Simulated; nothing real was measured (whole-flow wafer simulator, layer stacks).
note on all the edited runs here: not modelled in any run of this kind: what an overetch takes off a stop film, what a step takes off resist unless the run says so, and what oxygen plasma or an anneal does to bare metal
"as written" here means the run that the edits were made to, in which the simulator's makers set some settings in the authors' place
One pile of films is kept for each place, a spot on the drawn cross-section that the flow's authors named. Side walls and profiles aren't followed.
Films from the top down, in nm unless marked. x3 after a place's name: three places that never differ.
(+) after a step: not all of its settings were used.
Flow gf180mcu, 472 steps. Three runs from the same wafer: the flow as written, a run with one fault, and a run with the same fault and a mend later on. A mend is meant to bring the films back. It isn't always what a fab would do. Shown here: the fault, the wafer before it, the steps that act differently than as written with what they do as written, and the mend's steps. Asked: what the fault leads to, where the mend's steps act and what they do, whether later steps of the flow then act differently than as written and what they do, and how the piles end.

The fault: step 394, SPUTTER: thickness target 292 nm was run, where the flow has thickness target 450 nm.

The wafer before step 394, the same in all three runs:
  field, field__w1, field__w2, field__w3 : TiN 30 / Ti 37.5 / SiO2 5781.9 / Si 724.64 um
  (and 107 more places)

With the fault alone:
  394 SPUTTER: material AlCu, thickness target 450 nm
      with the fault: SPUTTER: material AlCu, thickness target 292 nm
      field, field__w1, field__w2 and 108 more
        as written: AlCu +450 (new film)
        with the fault: AlCu +292 (new film)
  Later steps of the flow that act differently than as written (2 more steps differ only slightly, by at most 2% or 0.5 nm, whichever is larger, and aren't shown):
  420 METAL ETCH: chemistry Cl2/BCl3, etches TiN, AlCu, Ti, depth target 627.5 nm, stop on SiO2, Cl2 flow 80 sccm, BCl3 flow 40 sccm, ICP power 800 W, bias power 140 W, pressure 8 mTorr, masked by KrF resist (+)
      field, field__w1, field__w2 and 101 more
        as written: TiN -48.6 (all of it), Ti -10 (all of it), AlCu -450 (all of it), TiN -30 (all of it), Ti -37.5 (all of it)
        with the fault: TiN -48.6 (all of it), Ti -10 (all of it), AlCu -292 (all of it), TiN -30 (all of it), Ti -37.5 (all of it)
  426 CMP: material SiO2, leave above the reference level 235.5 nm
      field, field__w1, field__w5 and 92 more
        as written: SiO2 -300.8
        with the fault: SiO2 -458.8
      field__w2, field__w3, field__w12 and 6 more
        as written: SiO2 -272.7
        with the fault: SiO2 -437.9
  At the end the piles differ from the flow's by more than 2% or 0.5 nm, whichever is larger, at field__w4, field__w8, active and 60 more.
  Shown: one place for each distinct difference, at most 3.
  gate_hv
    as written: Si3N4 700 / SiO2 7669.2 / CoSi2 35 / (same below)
    with the fault: Si3N4 700 / SiO2 7511.2 / CoSi2 35 / (same below)
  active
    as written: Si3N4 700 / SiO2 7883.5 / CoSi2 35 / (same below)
    with the fault: Si3N4 700 / SiO2 7725.5 / CoSi2 35 / (same below)
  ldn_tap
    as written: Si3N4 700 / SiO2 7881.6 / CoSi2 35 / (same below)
    with the fault: Si3N4 700 / SiO2 7723.6 / CoSi2 35 / (same below)

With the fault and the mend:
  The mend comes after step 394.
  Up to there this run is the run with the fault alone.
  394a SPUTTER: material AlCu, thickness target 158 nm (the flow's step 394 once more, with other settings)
      field, field__w1, field__w2 and 108 more
        AlCu +158
  No later step of the flow acts differently than as written at any place that is followed.
  At the end the piles are the same as the flow's at every place that both follow.
